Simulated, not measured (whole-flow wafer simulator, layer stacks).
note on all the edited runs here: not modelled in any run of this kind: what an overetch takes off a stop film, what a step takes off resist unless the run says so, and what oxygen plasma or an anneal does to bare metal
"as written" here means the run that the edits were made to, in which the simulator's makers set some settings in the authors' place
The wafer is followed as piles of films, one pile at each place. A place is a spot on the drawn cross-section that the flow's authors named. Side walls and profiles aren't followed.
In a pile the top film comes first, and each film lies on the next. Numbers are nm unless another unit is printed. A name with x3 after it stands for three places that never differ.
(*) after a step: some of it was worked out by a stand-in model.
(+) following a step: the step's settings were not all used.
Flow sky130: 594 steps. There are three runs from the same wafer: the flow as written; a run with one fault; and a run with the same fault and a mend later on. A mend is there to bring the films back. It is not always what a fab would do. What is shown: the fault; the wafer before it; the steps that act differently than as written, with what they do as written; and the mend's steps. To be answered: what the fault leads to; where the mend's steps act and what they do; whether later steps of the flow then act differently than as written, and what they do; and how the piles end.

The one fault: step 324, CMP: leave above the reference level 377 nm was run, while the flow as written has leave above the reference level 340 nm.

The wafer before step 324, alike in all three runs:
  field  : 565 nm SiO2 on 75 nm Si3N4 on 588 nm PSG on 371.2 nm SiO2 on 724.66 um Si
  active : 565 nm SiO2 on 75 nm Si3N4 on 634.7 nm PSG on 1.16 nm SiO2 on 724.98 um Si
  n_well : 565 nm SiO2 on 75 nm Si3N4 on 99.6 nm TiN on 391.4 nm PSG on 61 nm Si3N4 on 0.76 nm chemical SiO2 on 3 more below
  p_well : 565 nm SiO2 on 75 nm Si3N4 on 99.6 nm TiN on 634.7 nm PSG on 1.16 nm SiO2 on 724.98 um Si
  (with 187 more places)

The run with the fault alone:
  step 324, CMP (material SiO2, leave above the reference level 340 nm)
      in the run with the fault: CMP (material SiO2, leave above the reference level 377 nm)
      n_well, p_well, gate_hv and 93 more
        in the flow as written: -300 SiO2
        in the run with the fault: -263 SiO2
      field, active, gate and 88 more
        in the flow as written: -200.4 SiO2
        in the run with the fault: -163.4 SiO2
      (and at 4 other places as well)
  Later steps of the flow acting differently than as written (not shown: 4 more steps that differ only slightly, by at most 2% or 0.5 nm, whichever is larger):
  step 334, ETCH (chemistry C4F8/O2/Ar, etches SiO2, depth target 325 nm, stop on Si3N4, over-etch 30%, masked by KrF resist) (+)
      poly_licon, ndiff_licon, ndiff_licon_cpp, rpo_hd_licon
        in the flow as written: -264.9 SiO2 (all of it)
        in the run with the fault: -301.9 SiO2 (all of it)
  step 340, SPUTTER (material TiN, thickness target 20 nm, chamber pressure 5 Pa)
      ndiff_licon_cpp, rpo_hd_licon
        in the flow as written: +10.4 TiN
        in the run with the fault: +9.86 TiN
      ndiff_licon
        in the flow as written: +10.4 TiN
        in the run with the fault: +9.84 TiN
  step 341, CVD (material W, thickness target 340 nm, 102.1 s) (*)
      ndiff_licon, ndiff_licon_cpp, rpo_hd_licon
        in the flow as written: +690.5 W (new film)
        in the run with the fault: +728.1 W (new film)
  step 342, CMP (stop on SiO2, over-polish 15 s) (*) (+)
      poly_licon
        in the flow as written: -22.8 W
        in the run with the fault: nothing
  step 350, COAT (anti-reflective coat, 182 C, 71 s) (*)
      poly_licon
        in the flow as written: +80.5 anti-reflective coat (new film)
        in the run with the fault: +94.7 anti-reflective coat (new film)
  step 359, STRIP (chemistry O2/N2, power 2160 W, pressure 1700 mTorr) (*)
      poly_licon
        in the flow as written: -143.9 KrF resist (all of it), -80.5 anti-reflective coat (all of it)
        in the run with the fault: -143.9 KrF resist (all of it), -94.7 anti-reflective coat (all of it)
  By the end, the piles at n_well, p_well, gate_hv and 116 more depart from the flow's by more than 2% or 0.5 nm, whichever is larger.
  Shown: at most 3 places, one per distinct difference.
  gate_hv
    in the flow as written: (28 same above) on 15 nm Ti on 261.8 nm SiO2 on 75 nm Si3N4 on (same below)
    in the run with the fault: (28 same above) on 15 nm Ti on 298.8 nm SiO2 on 75 nm Si3N4 on (same below)
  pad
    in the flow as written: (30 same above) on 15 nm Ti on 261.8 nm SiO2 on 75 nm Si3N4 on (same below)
    in the run with the fault: (30 same above) on 15 nm Ti on 298.8 nm SiO2 on 75 nm Si3N4 on (same below)
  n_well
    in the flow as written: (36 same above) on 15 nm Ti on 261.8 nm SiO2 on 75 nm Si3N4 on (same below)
    in the run with the fault: (36 same above) on 15 nm Ti on 298.8 nm SiO2 on 75 nm Si3N4 on (same below)

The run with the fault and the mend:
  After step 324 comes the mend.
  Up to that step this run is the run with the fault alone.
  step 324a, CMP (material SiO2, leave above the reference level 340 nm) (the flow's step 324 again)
      field, active, n_well and 188 more
        -37 SiO2
  Every later step of the flow that is run acts as written at every place that is followed.
  The piles end the same as the flow's at every place that both follow.
